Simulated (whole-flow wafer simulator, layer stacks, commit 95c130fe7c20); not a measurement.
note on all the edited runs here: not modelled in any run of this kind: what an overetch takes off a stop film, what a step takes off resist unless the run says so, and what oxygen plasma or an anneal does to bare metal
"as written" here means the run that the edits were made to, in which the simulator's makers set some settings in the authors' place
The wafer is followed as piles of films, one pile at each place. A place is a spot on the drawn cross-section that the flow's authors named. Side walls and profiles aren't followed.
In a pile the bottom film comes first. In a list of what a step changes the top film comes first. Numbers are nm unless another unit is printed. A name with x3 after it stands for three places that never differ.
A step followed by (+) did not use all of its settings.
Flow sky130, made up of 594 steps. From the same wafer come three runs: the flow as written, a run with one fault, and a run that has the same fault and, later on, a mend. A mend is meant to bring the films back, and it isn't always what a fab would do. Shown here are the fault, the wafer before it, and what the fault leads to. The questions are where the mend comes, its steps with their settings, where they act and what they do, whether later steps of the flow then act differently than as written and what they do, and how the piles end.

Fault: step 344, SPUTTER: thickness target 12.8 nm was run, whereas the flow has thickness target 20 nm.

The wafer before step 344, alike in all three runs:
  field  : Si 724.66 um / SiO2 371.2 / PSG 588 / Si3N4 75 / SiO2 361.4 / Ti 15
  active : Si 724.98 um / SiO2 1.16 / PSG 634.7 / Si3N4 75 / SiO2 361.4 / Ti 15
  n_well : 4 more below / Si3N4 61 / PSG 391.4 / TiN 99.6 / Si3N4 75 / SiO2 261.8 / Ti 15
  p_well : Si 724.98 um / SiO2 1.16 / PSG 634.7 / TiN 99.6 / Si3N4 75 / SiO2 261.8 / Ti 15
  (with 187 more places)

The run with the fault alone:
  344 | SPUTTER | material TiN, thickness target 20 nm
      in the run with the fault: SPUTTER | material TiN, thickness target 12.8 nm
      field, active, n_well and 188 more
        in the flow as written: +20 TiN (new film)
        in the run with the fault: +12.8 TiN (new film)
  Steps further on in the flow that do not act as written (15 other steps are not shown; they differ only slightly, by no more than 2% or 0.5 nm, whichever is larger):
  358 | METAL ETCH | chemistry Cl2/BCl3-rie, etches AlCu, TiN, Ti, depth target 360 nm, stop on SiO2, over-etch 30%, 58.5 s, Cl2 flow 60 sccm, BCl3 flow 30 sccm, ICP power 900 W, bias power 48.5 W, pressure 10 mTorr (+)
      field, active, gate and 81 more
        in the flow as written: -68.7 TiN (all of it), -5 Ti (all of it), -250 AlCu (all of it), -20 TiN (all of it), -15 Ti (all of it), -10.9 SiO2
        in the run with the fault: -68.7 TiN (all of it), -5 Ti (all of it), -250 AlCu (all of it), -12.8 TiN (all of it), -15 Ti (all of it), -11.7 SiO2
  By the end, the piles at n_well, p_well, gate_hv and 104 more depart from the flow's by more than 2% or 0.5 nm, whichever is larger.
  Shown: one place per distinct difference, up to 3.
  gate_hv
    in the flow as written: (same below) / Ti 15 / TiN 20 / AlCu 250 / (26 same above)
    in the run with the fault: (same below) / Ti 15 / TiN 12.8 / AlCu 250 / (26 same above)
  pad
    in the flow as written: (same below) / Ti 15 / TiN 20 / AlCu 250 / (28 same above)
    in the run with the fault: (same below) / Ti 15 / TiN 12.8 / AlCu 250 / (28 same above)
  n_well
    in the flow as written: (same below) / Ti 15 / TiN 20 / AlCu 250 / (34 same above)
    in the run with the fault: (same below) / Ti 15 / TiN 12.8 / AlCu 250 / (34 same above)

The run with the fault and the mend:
  The mend stands after step 344.
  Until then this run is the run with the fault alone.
  344a | SPUTTER | material TiN, thickness target 7.2 nm (the flow's step 344, run once more with other settings)
      field, active, n_well and 188 more
        +7.2 TiN
  Every later step of the flow that is run acts as written at every place that is followed.
  By the end, the piles equal the flow's at every place that both follow.
